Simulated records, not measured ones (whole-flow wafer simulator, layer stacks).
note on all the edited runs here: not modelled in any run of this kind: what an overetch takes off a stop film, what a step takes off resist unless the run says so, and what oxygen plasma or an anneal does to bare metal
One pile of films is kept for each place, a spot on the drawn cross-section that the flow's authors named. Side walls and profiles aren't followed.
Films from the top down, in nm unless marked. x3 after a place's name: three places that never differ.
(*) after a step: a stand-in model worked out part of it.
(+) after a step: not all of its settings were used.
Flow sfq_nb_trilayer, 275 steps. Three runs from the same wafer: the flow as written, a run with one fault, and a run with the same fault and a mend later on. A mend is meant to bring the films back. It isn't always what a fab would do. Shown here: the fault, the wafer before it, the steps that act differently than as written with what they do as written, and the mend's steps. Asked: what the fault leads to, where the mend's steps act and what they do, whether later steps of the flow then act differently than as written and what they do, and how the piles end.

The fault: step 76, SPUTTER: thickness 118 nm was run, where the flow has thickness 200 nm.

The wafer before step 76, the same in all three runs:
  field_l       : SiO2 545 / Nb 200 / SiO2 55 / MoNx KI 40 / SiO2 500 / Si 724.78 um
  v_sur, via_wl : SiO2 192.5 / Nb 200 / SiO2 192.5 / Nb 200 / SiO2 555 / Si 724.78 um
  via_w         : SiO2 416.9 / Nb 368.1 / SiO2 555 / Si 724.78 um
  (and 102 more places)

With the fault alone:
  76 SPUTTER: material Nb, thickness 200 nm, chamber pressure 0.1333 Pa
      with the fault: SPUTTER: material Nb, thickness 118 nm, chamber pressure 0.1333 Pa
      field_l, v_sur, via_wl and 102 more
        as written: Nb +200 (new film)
        with the fault: Nb +118 (new film)
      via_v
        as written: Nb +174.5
        with the fault: Nb +103.8
  Later steps of the flow that act differently than as written (4 more steps differ only slightly, by at most 2% or 0.5 nm, whichever is larger, and aren't shown):
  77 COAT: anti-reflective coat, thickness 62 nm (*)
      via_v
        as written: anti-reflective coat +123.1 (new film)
        with the fault: anti-reflective coat +119.4 (new film)
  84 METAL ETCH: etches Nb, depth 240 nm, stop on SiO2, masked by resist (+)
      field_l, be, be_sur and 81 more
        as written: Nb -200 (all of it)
        with the fault: Nb -118 (all of it)
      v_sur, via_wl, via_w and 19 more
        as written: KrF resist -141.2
        with the fault: KrF resist -104.1
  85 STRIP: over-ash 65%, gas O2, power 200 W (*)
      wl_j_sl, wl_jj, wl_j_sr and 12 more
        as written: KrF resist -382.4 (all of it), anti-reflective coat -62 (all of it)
        with the fault: KrF resist -419.4 (all of it), anti-reflective coat -62 (all of it)
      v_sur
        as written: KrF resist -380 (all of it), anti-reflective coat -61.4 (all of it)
        with the fault: KrF resist -417.2 (all of it), anti-reflective coat -61.4 (all of it)
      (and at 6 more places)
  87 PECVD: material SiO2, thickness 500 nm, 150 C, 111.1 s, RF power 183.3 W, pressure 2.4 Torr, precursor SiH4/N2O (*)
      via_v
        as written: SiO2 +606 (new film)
        with the fault: SiO2 +585.9 (new film)
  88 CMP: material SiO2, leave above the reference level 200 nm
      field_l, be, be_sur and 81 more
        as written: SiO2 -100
        with the fault: SiO2 -182
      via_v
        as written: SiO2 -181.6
        with the fault: SiO2 -172.7
  At the end the piles differ from the flow's by more than 2% or 0.5 nm, whichever is larger, at field_l, v_sur, via_wl and 103 more.
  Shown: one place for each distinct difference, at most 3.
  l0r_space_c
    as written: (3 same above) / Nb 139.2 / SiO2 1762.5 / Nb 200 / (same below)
    with the fault: (3 same above) / Nb 139.2 / SiO2 1680.5 / Nb 200 / (same below)
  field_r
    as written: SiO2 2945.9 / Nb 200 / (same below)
    with the fault: SiO2 2863.9 / Nb 200 / (same below)
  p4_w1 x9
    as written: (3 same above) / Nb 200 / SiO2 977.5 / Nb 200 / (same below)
    with the fault: (3 same above) / Nb 200 / SiO2 895.5 / Nb 200 / (same below)

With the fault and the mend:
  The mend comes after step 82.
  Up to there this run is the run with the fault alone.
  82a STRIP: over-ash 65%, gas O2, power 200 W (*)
      p4_fl x3, p4_w1 x9, p4_g1 x2 and 48 more
        anti-reflective coat -62 (all of it)
      wl_j_sl, wl_jj, wl_j_sr and 12 more
        KrF resist -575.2 (all of it), anti-reflective coat -62 (all of it)
      moat, field_r, lsp_l and 6 more
        anti-reflective coat -61.8 (all of it)
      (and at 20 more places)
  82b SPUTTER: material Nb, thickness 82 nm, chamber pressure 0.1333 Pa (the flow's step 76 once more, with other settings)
      field_l, v_sur, via_wl and 102 more
        Nb +82
      via_v
        Nb +66.5
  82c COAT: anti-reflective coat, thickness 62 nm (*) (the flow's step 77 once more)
      p4_fl x3, p4_w1 x9, p4_g1 x2 and 63 more
        anti-reflective coat +62 (new film)
      moat, field_r, lsp_l and 6 more
        anti-reflective coat +61.8 (new film)
      be_r, r_sur, res, r_end
        anti-reflective coat +61.7 (new film)
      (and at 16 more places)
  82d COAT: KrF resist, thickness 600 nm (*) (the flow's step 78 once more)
      p4_fl x3, p4_w1 x9, p4_g1 x2 and 63 more
        KrF resist +600 (new film)
      field_r, lsp_l, ln_m5, l0v
        KrF resist +599.5 (new film)
      lsp_m, ln_m6, lsp_r, l0_sur
        KrF resist +599.6 (new film)
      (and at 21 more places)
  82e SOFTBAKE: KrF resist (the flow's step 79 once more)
      changes no film at any place that is followed
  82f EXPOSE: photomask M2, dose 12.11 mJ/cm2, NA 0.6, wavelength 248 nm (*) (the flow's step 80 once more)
      changes no film at any place that is followed
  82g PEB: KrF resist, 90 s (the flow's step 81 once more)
      field_l, v_sur, via_wl and 97 more
        KrF resist -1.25
      via_w, via_wr, via_sp, wire, be
        KrF resist -1.24
      via_v
        KrF resist -1.6
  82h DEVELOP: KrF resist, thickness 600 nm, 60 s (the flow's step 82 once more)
      p4_fl x3, p4_w1 x9, p4_g1 x2 and 48 more
        KrF resist -598.7 (all of it)
      v_sur, via_wl, via_w and 19 more
        KrF resist -23.5
      lsp_l, ln_m5, lsp_m, ln_m6, lsp_r, l0_sur, l0v
        KrF resist -598.3 (all of it)
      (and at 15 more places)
  No later step of the flow acts differently than as written, at any place that is followed, by more than 2% or 0.5 nm, whichever is larger.
  At the end the piles differ from the flow's only slightly at the places that both follow, by at most 2% or 0.5 nm, whichever is larger.
